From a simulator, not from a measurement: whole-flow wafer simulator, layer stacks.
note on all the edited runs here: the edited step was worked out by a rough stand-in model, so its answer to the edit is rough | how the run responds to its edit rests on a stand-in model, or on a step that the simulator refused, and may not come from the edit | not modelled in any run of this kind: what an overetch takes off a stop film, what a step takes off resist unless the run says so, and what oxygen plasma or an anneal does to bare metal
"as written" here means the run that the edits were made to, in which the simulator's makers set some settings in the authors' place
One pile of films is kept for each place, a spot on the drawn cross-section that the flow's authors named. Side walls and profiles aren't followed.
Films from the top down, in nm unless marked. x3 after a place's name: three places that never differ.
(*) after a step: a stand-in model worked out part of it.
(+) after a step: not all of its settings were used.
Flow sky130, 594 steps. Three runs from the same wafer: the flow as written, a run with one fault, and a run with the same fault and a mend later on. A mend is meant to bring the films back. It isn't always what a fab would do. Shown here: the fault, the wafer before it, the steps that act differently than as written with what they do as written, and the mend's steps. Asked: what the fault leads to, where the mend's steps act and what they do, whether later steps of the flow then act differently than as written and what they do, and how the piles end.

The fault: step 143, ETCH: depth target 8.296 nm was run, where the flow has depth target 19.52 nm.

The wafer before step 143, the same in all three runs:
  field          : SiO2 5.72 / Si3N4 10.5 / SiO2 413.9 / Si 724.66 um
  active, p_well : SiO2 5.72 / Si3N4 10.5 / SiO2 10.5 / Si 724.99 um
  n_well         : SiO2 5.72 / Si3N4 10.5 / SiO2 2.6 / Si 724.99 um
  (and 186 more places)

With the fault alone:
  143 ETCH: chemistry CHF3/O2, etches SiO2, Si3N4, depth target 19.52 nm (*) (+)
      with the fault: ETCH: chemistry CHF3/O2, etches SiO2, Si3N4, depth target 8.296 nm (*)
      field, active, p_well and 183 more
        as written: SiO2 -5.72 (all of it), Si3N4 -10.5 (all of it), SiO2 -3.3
        with the fault: SiO2 -5.72 (all of it), Si3N4 -2.58
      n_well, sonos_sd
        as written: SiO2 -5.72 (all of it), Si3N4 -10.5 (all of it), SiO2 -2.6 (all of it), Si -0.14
        with the fault: SiO2 -5.72 (all of it), Si3N4 -2.58
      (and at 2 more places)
  Later steps of the flow that act differently than as written (50 more steps differ only slightly, by at most 2% or 0.5 nm, whichever is larger, and aren't shown):
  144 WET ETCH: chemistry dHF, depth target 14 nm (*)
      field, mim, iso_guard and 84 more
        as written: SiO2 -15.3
        with the fault: Si3N4 -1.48
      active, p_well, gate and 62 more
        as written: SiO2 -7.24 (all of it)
        with the fault: Si3N4 -1.48
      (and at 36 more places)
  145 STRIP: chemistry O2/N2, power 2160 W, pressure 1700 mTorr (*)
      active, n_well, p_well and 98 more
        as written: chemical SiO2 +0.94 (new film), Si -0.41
        with the fault: nothing
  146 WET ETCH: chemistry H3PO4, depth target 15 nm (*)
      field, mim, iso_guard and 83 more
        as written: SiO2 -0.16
        with the fault: Si3N4 -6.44 (all of it), SiO2 -0.09
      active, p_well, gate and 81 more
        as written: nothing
        with the fault: Si3N4 -6.44 (all of it)
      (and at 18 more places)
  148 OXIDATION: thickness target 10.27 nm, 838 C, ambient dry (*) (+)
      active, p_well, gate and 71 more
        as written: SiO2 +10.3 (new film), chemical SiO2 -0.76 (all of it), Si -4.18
        with the fault: SiO2 +6.52, Si -2.87
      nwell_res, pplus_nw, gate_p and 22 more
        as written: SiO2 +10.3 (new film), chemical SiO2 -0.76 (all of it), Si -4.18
        with the fault: SiO2 +6.54, Si -2.88
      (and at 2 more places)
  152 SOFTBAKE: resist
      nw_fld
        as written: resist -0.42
        with the fault: resist +1.42
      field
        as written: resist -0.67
        with the fault: resist -0.04
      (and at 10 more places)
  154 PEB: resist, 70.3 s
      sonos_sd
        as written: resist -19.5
        with the fault: resist -20.1
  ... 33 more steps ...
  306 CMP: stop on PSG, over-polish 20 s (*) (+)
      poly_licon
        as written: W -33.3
        with the fault: W -50.1
  At the end the piles differ from the flow's by more than 2% or 0.5 nm, whichever is larger, at field, gate_hv, m1 and 127 more.
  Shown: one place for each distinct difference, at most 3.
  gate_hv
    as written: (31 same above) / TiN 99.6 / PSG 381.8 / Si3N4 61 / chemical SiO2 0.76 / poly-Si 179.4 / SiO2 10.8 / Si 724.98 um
    with the fault: (31 same above) / TiN 99.6 / PSG 375.5 / Si3N4 61 / chemical SiO2 0.76 / poly-Si 179.4 / SiO2 17.1 / Si 724.99 um
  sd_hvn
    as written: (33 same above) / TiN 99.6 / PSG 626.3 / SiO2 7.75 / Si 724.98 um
    with the fault: (33 same above) / TiN 99.6 / PSG 620.1 / SiO2 13.9 / Si 724.98 um
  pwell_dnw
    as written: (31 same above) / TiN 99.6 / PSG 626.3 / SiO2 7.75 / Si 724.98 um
    with the fault: (31 same above) / TiN 99.6 / PSG 620.1 / SiO2 13.9 / Si 724.98 um

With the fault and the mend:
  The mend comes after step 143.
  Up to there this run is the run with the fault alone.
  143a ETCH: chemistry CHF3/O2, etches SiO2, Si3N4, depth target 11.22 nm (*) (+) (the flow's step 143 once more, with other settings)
      field, active, p_well and 183 more
        Si3N4 -7.92 (all of it), SiO2 -3.3
      n_well, sonos_sd
        Si3N4 -7.92 (all of it), SiO2 -2.6 (all of it), Si -0.14
      sonos_cell, sonos_cell_x
        resist -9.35
  No later step of the flow acts differently than as written, at any place that is followed, by more than 2% or 0.5 nm, whichever is larger.
  At the end the piles differ from the flow's only slightly at the places that both follow, by at most 2% or 0.5 nm, whichever is larger.
